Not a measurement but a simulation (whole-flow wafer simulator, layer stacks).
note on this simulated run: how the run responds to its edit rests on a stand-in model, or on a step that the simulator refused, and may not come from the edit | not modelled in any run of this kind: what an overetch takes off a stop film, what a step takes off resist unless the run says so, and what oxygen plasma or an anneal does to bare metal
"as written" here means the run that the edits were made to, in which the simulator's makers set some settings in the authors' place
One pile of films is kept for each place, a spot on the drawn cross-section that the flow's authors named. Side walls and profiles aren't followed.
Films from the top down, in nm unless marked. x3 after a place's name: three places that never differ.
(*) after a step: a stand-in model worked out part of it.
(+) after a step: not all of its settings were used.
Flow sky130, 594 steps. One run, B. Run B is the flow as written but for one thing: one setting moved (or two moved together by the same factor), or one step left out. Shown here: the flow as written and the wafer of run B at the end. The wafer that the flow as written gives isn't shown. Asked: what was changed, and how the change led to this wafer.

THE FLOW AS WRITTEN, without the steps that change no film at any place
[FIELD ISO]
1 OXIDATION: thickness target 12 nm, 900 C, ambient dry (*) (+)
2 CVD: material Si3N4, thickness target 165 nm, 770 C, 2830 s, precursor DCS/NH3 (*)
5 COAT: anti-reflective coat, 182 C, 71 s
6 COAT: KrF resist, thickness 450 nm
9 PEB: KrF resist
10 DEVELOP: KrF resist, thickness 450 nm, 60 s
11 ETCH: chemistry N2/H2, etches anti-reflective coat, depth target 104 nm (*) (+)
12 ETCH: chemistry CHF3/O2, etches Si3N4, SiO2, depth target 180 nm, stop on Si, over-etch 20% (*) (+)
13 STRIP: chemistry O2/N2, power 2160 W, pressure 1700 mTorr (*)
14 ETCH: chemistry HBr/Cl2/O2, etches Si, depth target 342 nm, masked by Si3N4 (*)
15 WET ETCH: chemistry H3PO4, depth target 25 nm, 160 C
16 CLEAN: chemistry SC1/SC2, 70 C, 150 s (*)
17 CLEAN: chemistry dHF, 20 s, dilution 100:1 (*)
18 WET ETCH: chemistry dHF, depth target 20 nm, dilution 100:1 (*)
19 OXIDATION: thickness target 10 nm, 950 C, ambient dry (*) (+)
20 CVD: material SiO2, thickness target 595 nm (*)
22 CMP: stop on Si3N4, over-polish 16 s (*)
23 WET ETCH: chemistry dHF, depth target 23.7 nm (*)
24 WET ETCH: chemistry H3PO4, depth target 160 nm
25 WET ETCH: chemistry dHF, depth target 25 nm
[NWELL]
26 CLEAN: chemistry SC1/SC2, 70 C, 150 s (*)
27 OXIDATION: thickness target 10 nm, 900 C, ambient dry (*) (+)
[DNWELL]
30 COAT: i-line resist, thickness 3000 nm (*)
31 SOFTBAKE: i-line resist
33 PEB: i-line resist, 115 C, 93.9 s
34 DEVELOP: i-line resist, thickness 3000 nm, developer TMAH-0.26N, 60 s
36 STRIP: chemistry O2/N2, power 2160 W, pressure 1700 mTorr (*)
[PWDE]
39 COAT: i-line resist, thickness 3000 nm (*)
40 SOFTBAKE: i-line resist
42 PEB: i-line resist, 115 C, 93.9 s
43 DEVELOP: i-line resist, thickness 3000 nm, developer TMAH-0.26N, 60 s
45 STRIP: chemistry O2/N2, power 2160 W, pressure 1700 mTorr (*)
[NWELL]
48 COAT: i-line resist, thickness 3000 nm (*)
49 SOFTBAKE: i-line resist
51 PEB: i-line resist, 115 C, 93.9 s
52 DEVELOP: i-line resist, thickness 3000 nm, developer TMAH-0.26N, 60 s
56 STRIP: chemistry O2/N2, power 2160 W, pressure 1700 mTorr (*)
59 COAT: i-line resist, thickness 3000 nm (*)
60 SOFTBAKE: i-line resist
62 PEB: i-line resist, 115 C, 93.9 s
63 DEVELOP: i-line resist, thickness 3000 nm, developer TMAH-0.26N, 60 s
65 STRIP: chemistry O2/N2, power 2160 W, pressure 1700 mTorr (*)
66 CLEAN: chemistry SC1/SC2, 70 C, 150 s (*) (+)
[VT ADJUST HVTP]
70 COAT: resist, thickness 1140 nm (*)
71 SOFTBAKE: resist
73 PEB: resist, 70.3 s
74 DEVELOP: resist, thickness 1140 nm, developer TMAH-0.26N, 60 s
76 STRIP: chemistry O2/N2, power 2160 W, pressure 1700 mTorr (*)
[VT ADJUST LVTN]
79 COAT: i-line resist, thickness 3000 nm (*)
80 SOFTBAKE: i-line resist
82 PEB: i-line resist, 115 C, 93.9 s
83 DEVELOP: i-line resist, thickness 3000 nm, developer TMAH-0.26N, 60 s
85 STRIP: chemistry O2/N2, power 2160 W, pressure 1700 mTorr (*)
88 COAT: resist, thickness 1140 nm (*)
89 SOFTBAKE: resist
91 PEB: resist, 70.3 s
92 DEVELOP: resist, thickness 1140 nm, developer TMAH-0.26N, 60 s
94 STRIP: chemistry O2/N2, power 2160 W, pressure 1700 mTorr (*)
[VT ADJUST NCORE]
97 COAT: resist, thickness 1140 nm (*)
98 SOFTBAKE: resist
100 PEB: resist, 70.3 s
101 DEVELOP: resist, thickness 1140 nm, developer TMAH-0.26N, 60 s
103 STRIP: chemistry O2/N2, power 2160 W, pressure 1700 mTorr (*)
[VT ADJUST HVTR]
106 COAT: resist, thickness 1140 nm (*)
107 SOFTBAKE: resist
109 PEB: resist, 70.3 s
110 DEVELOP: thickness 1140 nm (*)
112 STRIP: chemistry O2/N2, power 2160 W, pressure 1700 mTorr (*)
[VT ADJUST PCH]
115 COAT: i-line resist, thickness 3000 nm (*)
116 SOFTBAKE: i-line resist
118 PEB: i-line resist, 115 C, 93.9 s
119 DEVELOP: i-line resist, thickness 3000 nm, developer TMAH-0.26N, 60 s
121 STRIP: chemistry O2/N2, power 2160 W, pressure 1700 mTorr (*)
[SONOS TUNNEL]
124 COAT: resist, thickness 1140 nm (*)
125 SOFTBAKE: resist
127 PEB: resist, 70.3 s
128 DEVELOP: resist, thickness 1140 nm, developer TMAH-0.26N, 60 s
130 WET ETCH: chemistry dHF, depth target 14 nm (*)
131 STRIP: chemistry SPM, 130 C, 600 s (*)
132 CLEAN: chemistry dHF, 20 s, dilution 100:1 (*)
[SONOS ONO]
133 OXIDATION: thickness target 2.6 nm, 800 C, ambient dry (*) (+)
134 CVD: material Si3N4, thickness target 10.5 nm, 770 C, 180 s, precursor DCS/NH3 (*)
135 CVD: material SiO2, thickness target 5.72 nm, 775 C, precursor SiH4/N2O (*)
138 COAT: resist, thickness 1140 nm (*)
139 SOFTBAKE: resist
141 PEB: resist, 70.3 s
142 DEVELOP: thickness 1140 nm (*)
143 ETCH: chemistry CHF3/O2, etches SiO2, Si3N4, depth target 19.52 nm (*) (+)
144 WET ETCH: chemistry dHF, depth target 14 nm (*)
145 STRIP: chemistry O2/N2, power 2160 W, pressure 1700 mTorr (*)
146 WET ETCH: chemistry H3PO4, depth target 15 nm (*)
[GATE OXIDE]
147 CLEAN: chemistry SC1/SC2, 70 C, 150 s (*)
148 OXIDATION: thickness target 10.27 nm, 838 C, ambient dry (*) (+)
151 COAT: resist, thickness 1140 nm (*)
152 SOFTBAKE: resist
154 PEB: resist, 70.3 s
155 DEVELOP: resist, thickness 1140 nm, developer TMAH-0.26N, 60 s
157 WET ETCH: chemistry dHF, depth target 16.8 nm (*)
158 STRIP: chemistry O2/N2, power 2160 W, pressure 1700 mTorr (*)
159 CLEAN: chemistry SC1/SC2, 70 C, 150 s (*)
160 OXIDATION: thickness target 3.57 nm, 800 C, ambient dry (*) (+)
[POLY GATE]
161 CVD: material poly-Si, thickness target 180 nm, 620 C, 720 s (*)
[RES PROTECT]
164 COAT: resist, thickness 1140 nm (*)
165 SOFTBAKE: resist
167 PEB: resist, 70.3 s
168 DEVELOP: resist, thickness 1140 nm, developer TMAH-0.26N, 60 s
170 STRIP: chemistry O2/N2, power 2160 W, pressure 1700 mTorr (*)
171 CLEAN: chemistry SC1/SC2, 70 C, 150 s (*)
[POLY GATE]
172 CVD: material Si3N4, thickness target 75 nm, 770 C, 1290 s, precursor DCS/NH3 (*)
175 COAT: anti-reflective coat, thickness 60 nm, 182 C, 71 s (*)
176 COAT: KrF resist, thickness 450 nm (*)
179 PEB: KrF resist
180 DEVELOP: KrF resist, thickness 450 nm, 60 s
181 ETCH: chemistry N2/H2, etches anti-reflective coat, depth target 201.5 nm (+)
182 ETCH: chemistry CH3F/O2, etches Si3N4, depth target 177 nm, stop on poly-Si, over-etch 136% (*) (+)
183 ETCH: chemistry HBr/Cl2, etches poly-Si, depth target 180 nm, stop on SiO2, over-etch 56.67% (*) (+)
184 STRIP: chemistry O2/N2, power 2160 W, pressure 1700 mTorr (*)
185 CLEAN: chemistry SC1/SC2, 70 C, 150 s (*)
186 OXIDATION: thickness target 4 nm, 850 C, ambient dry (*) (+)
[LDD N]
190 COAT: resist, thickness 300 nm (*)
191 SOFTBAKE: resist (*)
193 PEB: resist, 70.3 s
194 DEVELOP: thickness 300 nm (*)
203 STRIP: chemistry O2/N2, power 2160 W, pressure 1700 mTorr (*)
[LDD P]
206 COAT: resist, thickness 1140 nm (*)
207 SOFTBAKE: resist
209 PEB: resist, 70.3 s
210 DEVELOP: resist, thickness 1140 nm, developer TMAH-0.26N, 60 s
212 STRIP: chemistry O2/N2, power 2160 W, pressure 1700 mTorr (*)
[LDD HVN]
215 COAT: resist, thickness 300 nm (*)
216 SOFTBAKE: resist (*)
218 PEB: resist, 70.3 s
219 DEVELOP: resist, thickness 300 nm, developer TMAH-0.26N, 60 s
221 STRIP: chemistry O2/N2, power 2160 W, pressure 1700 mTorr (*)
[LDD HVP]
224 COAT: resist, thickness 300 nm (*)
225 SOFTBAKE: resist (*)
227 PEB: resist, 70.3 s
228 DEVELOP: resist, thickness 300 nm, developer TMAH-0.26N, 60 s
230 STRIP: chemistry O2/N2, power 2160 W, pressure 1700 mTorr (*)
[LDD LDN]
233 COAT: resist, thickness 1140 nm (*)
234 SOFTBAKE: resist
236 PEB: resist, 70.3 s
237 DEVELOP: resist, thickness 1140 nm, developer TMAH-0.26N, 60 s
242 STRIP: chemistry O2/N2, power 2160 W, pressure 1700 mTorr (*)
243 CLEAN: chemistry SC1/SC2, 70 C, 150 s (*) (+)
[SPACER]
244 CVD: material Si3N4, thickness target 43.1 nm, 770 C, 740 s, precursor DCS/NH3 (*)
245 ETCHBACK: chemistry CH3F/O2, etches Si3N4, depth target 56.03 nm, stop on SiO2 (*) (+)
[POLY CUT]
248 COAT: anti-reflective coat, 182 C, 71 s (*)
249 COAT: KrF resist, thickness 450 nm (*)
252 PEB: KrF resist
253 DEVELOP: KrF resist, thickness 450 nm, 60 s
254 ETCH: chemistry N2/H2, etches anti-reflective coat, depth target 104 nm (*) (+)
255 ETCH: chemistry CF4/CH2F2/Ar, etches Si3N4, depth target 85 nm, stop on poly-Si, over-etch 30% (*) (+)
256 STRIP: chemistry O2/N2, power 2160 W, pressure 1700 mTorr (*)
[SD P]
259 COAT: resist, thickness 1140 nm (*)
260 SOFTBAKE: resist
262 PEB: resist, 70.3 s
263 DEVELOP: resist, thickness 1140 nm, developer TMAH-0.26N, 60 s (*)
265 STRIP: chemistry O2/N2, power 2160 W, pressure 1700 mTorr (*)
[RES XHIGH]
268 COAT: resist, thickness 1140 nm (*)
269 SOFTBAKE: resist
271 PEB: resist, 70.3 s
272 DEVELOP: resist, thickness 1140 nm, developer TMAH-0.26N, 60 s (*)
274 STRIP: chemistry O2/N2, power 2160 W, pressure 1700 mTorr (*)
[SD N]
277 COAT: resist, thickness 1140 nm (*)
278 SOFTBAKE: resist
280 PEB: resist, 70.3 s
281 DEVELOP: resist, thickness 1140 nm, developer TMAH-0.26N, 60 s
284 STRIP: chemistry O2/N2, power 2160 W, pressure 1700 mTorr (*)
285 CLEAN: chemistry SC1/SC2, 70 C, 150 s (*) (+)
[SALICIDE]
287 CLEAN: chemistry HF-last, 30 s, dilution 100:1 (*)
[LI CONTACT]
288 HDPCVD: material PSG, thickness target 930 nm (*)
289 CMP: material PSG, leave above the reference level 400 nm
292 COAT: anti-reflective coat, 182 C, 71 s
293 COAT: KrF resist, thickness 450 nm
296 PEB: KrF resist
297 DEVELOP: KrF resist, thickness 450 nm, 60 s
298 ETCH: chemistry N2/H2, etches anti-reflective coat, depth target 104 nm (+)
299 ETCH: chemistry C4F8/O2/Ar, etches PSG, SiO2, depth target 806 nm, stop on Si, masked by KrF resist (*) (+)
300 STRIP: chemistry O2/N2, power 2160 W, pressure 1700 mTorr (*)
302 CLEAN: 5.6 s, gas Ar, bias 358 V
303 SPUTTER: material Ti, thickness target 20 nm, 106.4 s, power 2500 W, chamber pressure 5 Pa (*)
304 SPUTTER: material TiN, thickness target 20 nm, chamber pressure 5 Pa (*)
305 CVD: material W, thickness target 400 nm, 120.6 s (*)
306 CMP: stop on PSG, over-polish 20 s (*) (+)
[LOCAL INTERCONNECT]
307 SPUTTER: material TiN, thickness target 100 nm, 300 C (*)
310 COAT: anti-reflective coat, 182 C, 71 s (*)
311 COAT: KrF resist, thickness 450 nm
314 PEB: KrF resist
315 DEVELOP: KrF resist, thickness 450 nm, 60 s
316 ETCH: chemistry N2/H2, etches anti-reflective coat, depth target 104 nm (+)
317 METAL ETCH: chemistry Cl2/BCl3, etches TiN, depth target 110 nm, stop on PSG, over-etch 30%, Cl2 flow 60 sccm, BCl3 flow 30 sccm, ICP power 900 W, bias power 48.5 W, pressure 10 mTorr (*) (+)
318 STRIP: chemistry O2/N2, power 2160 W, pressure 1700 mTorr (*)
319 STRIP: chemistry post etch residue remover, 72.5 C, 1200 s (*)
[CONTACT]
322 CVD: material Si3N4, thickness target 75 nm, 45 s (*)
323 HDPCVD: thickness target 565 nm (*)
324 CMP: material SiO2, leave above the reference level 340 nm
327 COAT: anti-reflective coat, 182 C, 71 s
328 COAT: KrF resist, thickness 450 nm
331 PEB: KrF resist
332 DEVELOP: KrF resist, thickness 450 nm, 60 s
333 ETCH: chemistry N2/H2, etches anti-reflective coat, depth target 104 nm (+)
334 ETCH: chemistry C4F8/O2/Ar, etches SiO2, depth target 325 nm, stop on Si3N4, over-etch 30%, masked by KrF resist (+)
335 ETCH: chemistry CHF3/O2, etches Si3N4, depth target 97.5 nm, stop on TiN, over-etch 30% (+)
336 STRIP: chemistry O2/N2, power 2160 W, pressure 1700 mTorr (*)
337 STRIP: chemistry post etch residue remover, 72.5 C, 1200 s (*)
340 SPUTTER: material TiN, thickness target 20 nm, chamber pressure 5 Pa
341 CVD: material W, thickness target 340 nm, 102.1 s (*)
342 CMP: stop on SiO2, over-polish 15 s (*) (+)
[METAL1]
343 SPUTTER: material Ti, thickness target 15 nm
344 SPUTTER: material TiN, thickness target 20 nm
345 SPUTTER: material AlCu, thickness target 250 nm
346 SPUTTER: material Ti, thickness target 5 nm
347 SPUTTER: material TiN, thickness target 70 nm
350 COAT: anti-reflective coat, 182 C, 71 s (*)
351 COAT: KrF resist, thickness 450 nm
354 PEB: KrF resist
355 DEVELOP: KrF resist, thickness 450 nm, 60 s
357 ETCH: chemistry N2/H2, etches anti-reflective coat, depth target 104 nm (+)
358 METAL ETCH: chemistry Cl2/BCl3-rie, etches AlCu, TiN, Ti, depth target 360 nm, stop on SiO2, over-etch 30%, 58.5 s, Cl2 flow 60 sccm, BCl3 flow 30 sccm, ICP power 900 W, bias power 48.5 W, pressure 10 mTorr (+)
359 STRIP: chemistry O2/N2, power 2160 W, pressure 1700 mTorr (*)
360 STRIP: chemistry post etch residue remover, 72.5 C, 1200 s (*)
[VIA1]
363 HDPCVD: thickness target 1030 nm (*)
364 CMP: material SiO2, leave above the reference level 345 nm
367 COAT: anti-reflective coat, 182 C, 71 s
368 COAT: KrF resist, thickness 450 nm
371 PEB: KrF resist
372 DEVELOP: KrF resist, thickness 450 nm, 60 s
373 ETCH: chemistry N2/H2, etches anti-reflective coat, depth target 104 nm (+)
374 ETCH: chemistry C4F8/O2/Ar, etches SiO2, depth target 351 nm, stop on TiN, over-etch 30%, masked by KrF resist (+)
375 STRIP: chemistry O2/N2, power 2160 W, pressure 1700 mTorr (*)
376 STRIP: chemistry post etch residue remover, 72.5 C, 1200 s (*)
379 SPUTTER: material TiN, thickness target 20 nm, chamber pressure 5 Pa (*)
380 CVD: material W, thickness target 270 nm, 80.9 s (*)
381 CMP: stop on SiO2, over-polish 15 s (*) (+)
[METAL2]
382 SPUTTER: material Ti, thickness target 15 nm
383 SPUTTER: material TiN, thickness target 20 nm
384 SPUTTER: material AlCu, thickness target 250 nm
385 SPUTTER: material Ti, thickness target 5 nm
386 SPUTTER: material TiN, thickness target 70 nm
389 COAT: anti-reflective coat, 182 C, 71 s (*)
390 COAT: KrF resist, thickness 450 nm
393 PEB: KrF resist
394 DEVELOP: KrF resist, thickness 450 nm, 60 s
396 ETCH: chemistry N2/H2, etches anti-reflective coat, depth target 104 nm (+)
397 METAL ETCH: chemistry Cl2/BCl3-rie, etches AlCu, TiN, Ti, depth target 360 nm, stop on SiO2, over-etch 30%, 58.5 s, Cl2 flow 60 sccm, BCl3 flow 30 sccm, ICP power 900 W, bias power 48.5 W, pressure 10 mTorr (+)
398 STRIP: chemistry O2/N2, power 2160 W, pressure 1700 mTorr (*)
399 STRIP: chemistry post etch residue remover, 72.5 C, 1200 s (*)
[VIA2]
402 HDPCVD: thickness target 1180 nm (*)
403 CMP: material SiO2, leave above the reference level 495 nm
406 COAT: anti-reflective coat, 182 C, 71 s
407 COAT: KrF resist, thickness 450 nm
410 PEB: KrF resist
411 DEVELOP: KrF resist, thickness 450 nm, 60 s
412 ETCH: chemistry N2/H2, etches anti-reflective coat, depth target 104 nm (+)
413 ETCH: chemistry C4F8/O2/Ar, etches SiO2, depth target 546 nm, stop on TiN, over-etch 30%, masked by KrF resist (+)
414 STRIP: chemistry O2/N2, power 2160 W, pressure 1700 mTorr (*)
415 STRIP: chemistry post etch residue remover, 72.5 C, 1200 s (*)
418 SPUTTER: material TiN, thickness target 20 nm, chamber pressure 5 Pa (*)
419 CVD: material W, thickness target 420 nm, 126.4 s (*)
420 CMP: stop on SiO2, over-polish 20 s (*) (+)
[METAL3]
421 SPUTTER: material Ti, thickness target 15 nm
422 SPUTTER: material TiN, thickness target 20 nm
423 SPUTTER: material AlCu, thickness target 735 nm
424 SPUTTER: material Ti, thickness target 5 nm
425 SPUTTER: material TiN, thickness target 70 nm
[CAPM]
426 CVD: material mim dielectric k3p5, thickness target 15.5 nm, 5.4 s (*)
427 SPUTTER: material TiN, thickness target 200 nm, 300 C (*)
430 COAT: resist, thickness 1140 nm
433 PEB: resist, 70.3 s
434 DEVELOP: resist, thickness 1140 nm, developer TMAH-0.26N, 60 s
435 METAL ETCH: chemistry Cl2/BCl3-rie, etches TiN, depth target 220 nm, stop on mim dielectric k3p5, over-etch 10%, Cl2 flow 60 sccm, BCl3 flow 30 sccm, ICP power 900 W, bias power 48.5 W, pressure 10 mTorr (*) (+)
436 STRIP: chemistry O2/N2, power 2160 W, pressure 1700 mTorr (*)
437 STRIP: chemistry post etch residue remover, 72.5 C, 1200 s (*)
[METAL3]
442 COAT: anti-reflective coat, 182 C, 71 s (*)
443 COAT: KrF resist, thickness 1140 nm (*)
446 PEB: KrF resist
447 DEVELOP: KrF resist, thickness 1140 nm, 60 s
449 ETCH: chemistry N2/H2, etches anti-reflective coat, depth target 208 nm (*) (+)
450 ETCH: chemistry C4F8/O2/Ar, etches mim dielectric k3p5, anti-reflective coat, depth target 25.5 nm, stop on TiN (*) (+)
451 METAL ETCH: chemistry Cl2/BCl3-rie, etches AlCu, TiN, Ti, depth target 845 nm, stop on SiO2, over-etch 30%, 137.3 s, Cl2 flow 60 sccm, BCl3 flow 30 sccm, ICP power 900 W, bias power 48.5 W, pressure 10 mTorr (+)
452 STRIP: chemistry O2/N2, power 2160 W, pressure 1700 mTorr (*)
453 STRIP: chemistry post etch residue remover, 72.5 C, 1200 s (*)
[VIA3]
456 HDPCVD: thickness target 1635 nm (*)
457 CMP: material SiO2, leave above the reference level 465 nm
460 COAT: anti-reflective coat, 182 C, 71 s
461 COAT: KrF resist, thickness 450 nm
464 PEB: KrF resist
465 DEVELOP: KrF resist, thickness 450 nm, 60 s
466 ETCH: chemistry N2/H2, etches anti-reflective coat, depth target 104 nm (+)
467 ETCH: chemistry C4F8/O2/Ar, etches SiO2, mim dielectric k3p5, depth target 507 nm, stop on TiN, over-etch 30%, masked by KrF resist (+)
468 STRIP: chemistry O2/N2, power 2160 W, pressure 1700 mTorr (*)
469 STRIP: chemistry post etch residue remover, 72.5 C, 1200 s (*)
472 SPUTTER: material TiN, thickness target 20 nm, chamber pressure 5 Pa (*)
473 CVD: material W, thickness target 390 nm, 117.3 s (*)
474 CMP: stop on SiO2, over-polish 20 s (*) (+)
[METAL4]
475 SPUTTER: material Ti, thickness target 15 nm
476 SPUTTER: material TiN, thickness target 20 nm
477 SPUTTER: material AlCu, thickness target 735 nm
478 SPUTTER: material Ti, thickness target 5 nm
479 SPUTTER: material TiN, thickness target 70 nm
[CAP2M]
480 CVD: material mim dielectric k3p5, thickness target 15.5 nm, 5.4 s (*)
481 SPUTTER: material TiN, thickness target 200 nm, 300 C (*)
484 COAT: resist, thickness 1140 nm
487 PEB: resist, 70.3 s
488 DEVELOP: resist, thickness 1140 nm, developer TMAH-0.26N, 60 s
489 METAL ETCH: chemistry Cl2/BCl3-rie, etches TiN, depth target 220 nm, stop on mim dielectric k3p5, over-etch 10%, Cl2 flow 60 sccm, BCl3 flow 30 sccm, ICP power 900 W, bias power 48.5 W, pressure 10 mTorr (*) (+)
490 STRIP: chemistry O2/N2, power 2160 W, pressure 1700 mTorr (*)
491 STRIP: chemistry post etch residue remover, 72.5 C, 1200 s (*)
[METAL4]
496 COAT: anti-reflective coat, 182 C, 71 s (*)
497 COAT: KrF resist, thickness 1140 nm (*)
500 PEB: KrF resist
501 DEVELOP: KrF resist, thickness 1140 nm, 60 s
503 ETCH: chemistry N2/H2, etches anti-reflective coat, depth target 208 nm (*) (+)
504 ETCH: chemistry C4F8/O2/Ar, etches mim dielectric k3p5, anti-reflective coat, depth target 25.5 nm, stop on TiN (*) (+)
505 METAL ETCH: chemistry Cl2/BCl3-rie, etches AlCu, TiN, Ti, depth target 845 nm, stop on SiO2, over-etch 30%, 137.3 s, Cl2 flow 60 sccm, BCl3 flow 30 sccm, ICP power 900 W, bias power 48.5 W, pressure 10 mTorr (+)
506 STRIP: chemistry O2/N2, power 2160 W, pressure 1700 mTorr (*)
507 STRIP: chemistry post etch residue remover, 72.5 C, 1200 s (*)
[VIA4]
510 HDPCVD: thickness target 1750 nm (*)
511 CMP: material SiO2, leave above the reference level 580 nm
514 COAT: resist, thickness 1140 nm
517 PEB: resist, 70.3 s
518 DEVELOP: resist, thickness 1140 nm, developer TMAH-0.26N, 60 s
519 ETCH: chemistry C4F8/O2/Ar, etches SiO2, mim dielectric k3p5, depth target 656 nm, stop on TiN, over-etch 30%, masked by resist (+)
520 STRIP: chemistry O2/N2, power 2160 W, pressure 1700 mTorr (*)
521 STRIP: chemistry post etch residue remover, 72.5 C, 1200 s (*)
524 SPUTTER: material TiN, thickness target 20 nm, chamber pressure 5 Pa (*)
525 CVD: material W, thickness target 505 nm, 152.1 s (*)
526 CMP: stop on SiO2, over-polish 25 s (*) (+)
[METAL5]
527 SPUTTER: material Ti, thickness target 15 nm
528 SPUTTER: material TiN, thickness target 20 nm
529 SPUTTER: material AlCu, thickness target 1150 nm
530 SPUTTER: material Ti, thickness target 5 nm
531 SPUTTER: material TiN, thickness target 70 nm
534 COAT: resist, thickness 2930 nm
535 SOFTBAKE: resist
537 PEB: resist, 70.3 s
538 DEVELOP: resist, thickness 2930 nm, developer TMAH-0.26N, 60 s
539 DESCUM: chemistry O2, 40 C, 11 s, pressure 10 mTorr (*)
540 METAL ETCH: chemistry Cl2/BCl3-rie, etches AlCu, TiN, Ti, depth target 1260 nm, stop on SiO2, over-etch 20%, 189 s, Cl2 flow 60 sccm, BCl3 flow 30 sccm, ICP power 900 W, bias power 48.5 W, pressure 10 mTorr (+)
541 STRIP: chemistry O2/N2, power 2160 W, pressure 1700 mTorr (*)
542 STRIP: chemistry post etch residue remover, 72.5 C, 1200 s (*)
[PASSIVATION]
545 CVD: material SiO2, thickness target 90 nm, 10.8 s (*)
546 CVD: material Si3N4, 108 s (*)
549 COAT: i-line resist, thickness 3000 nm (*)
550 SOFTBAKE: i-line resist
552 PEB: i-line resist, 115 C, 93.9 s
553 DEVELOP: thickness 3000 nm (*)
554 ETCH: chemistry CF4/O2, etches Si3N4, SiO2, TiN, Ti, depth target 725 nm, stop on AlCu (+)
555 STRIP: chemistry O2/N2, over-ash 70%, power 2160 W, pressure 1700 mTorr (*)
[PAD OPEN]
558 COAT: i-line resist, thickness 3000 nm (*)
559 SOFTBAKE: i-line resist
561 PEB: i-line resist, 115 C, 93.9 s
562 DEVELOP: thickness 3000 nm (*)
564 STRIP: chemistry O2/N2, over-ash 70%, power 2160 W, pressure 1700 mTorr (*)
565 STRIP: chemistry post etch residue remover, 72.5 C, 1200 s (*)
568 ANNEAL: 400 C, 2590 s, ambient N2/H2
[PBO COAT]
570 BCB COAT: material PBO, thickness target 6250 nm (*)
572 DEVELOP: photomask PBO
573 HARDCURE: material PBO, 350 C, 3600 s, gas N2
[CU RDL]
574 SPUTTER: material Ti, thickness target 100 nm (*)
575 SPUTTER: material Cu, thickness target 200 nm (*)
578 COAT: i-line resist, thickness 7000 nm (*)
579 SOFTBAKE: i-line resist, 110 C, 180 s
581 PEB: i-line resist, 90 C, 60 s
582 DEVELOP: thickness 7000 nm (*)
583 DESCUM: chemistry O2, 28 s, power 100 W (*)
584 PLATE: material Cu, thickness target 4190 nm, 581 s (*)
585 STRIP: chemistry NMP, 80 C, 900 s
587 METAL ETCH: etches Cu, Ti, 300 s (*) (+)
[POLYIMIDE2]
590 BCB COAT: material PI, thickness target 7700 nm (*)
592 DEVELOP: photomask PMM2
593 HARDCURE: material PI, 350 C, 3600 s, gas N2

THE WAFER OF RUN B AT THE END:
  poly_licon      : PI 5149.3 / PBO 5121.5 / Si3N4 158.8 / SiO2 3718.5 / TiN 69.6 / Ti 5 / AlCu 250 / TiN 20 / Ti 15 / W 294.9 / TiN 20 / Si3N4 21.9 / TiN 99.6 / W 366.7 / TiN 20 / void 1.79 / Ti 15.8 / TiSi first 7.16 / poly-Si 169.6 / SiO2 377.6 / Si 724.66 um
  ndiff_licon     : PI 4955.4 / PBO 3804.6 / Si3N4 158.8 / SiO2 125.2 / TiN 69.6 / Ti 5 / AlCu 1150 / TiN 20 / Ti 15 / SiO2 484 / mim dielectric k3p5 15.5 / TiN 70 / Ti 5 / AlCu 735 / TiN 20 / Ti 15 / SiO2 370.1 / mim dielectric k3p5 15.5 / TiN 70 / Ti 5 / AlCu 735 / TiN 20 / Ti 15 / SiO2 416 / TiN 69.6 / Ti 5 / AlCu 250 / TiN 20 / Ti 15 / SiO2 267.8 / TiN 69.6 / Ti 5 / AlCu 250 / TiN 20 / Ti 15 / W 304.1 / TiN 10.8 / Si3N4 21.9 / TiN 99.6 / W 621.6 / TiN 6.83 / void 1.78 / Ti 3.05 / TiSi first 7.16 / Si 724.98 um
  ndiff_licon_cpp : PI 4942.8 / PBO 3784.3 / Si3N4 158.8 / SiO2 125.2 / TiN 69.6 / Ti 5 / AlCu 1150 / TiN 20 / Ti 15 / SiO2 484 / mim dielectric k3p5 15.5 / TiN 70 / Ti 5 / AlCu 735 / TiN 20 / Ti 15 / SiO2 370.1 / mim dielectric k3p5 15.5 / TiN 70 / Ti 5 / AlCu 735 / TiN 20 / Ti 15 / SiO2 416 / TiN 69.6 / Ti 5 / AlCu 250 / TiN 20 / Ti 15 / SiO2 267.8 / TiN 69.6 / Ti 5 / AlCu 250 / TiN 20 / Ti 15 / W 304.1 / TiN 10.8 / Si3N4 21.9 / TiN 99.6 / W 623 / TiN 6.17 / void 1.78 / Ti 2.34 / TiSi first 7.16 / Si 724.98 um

The cause: step 335, ETCH: depth target 52.7 nm was run, where the flow has depth target 97.5 nm.

How the change led to this, step by step:
  335 ETCH: chemistry CHF3/O2, etches Si3N4, depth target 97.5 nm, stop on TiN, over-etch 30% (+)
      poly_licon, ndiff_licon, ndiff_licon_cpp, rpo_hd_licon: Si3N4 -52.7 (as written it would be: Si3N4 -75 (all of it))
      field, active, n_well and 184 more: KrF resist -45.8 (as written it would be: KrF resist -84.8)
  336 STRIP: chemistry O2/N2, power 2160 W, pressure 1700 mTorr (*)
      field, active, n_well and 184 more: KrF resist -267 (all of it), anti-reflective coat -80 (all of it) (as written it would be: KrF resist -228 (all of it), anti-reflective coat -80 (all of it))
  340 SPUTTER: material TiN, thickness target 20 nm, chamber pressure 5 Pa
      ndiff_licon, ndiff_licon_cpp, rpo_hd_licon: TiN +10.8 (new film) (as written it would be: TiN +10.4)
      poly_licon: TiN +20 (new film) (as written it would be: TiN +20)
  341 CVD: material W, thickness target 340 nm, 102.1 s (*)
      ndiff_licon, ndiff_licon_cpp, rpo_hd_licon: W +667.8 (new film) (as written it would be: W +690.5 (new film))
  342 CMP: stop on SiO2, over-polish 15 s (*) (+)
      poly_licon: W -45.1 (as written it would be: W -22.8)
Counting metal films that touch as one body, poly_licon has 3 bodies (between them, from the top down: Si3N4 21.9; void 1.79); the flow as written gives 2 bodies (between them, from the top down: void 1.79).
Counting metal films that touch as one body, ndiff_licon has 7 bodies (between them, from the top down: SiO2 484 / mim dielectric k3p5 15.5; SiO2 370.1 / mim dielectric k3p5 15.5; SiO2 416; SiO2 267.8; Si3N4 21.9; void 1.78); the flow as written gives 6 bodies (between them, from the top down: SiO2 484 / mim dielectric k3p5 15.5; SiO2 370.1 / mim dielectric k3p5 15.5; SiO2 416; SiO2 267.8; void 1.78).
Counting metal films that touch as one body, ndiff_licon_cpp has 7 bodies (between them, from the top down: SiO2 484 / mim dielectric k3p5 15.5; SiO2 370.1 / mim dielectric k3p5 15.5; SiO2 416; SiO2 267.8; Si3N4 21.9; void 1.78); the flow as written gives 6 bodies (between them, from the top down: SiO2 484 / mim dielectric k3p5 15.5; SiO2 370.1 / mim dielectric k3p5 15.5; SiO2 416; SiO2 267.8; void 1.78).
